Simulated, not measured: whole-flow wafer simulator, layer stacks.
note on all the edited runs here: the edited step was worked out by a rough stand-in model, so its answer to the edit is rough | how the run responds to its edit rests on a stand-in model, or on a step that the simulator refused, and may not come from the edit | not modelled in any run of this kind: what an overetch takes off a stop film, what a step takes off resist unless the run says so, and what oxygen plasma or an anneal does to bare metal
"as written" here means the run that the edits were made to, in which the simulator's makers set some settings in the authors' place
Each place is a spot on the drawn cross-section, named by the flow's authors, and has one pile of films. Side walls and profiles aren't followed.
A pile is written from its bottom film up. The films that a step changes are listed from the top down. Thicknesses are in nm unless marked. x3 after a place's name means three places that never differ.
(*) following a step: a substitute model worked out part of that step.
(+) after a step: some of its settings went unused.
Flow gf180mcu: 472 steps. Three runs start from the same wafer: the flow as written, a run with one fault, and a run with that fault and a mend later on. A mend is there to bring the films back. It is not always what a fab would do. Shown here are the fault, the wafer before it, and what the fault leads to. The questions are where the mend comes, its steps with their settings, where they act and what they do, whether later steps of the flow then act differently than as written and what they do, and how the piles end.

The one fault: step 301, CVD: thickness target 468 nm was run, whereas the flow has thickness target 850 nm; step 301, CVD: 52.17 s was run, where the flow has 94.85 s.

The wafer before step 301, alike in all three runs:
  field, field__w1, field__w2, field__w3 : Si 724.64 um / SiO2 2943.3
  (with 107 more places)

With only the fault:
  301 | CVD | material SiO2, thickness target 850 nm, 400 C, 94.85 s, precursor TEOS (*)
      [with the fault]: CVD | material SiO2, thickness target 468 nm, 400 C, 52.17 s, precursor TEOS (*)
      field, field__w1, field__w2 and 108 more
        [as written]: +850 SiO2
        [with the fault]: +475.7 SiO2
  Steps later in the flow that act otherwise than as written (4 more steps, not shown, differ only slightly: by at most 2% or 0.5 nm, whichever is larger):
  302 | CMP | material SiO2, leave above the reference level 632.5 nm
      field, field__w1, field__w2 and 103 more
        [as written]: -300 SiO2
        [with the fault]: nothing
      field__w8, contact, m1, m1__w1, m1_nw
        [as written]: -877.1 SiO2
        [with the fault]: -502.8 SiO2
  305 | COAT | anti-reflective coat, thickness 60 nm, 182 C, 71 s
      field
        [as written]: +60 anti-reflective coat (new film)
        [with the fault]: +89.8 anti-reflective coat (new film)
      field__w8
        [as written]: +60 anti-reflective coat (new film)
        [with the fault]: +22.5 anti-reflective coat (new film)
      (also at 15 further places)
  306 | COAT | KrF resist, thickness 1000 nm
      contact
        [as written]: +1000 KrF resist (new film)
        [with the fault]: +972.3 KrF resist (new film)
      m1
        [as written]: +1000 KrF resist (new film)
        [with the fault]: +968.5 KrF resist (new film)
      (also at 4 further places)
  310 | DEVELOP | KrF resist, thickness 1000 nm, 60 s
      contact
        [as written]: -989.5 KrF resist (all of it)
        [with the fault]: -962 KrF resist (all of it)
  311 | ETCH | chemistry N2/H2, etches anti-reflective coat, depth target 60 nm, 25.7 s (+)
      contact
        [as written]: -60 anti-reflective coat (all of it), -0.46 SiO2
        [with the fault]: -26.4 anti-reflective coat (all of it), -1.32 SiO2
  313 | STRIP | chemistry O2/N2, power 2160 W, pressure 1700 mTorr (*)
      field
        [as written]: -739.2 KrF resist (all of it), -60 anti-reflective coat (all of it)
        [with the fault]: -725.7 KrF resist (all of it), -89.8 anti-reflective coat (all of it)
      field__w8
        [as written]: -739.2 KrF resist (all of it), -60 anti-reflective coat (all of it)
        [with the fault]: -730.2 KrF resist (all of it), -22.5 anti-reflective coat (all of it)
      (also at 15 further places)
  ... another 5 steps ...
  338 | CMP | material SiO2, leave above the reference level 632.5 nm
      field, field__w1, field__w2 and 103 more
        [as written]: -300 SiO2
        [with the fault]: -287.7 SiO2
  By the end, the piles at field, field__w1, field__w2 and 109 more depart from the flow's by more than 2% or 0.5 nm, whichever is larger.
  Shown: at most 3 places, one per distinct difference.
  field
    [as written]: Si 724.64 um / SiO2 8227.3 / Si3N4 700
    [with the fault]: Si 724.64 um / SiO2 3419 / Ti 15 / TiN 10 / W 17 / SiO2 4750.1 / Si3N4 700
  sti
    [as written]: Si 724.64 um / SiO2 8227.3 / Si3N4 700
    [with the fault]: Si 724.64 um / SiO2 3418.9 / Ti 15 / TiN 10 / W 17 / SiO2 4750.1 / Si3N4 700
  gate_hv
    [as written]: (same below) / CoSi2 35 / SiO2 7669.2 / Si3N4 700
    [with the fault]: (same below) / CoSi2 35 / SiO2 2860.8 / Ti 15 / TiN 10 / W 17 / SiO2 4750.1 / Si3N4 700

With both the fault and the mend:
  After step 301 comes the mend.
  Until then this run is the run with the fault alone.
  301a | CVD | material SiO2, thickness target 382 nm, 400 C, 42.63 s, precursor TEOS (*) (the flow's step 301 again, with other settings)
      field, field__w1, field__w2 and 108 more
        +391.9 SiO2
  Steps later in the flow that act otherwise than as written:
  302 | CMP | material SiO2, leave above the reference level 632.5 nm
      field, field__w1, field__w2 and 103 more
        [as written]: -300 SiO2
        [with the mend]: -317.6 SiO2
  At every place that both follow, the piles at the end match the flow's.
